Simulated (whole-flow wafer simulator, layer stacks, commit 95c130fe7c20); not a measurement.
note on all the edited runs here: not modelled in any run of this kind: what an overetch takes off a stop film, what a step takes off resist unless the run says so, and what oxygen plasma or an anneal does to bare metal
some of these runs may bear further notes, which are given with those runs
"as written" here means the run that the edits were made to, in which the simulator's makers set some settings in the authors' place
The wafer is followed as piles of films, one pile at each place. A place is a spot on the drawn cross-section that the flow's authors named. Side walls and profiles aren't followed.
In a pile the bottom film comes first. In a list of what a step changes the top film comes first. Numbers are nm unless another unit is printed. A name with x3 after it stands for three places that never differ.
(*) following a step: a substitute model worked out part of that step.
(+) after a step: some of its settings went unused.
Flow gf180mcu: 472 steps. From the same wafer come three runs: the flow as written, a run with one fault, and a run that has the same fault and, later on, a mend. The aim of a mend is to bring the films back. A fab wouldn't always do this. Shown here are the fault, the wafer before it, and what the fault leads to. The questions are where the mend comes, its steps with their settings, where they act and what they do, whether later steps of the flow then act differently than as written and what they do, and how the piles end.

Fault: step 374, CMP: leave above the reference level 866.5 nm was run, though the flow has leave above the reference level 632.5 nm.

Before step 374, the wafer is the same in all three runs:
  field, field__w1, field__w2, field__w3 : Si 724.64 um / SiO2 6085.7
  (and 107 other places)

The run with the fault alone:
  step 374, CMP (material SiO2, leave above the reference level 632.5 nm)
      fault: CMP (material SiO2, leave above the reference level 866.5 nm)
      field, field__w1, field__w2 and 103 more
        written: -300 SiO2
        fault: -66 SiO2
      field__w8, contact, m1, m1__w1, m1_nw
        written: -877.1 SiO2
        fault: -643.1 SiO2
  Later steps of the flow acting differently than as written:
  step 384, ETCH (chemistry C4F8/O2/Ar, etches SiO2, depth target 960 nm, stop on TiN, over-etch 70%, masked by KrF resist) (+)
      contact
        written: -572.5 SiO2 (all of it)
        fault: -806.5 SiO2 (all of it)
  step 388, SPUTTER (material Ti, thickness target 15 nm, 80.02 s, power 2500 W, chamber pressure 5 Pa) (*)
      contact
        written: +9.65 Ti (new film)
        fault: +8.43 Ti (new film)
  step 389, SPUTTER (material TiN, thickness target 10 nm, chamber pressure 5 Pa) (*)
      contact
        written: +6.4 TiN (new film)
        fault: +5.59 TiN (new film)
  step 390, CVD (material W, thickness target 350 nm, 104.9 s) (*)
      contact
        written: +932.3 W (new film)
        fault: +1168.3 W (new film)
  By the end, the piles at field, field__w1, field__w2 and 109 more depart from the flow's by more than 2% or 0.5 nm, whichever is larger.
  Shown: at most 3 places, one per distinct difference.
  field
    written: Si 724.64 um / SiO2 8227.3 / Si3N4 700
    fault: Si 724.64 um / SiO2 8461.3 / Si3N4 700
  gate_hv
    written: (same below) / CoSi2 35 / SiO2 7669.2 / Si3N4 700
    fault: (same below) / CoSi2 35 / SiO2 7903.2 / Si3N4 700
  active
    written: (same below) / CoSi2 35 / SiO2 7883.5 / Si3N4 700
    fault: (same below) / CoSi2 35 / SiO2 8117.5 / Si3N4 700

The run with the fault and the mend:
  The mend follows step 382.
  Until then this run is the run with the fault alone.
  step 382a, STRIP (chemistry O2/N2, power 2160 W, pressure 1700 mTorr) (*)
      field, field__w1, field__w2 and 107 more
        -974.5 KrF resist (all of it), -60 anti-reflective coat (all of it)
      contact
        -60 anti-reflective coat (all of it)
  step 382b, CMP (material SiO2, leave above the reference level 632.5 nm) (the flow's step 374, run once more)
      field, field__w1, field__w2 and 108 more
        -234 SiO2
  step 382c, HMDS (120 C, 60 s) (the flow's step 376, run once more)
      alters no film at any place that is followed
  step 382d, COAT (anti-reflective coat, thickness 60 nm, 182 C, 71 s) (the flow's step 377, run once more)
      field, field__w1, field__w2 and 108 more
        +60 anti-reflective coat (new film)
  step 382e, COAT (KrF resist, thickness 1000 nm) (the flow's step 378, run once more)
      field, field__w1, field__w2 and 108 more
        +1000 KrF resist (new film)
  step 382f, SOFTBAKE (KrF resist) (the flow's step 379, run once more)
      alters no film at any place that is followed
  step 382g, EXPOSE (photomask Via4) (the flow's step 380, run once more)
      alters no film at any place that is followed
  step 382h, PEB (KrF resist, 135 C, 90 s) (the flow's step 381, run once more)
      field, field__w1, field__w2 and 108 more
        -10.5 KrF resist
  step 382i, DEVELOP (KrF resist, thickness 1000 nm, 60 s) (the flow's step 382, run once more)
      field, field__w1, field__w2 and 107 more
        -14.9 KrF resist
      contact
        -989.5 KrF resist (all of it)
  Every later step of the flow that is run acts as written at every place that is followed.
  By the end, the piles equal the flow's at every place that both follow.
